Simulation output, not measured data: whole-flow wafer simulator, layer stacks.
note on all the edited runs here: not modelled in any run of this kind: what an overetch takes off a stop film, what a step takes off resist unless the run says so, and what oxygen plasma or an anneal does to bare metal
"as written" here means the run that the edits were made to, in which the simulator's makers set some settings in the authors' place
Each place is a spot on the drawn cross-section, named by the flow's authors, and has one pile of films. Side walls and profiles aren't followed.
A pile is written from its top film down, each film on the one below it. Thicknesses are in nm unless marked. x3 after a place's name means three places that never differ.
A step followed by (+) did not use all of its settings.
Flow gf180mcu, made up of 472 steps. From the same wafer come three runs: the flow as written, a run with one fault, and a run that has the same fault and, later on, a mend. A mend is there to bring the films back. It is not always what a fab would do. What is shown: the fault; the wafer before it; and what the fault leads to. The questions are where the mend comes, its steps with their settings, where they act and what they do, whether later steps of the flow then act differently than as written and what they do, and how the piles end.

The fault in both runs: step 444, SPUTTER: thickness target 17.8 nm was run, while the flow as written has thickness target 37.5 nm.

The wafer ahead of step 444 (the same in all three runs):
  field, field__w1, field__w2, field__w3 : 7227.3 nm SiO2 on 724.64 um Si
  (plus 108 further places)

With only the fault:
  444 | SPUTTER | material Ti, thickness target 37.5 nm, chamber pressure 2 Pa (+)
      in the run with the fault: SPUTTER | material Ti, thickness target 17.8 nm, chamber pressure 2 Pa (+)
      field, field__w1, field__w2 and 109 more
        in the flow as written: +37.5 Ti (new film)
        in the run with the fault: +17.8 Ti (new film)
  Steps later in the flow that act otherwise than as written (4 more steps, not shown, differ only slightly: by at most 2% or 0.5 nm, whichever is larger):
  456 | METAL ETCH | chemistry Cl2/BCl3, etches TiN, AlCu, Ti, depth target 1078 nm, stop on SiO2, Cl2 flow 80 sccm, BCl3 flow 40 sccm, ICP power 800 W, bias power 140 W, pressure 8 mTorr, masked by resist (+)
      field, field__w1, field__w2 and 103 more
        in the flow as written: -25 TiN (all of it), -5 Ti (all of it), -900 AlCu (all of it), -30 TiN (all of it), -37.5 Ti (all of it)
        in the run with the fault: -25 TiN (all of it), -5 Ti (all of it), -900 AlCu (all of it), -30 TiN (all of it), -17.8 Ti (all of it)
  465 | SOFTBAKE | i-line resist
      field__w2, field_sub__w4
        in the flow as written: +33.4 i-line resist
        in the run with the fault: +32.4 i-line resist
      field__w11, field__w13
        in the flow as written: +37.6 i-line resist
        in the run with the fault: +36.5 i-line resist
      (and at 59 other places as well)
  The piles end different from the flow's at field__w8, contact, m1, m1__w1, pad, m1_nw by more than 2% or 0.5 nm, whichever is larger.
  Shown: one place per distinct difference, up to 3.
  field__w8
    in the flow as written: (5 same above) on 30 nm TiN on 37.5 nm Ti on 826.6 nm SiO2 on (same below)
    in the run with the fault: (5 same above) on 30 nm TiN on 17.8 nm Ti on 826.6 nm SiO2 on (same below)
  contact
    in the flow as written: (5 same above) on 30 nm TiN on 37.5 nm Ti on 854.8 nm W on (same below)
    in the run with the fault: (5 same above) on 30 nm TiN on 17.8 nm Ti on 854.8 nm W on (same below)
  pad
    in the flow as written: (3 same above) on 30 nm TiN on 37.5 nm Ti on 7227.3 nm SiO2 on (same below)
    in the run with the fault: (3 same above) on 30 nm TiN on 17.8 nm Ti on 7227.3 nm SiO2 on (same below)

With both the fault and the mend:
  The mend stands after step 444.
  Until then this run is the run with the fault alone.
  444a | SPUTTER | material Ti, thickness target 19.7 nm, chamber pressure 2 Pa (+) (a further turn of the flow's step 444, with different settings)
      field, field__w1, field__w2 and 109 more
        +19.7 Ti
  None of the later steps of the flow acts differently than as written at any place that is followed.
  The piles end the same as the flow's at every place that both follow.
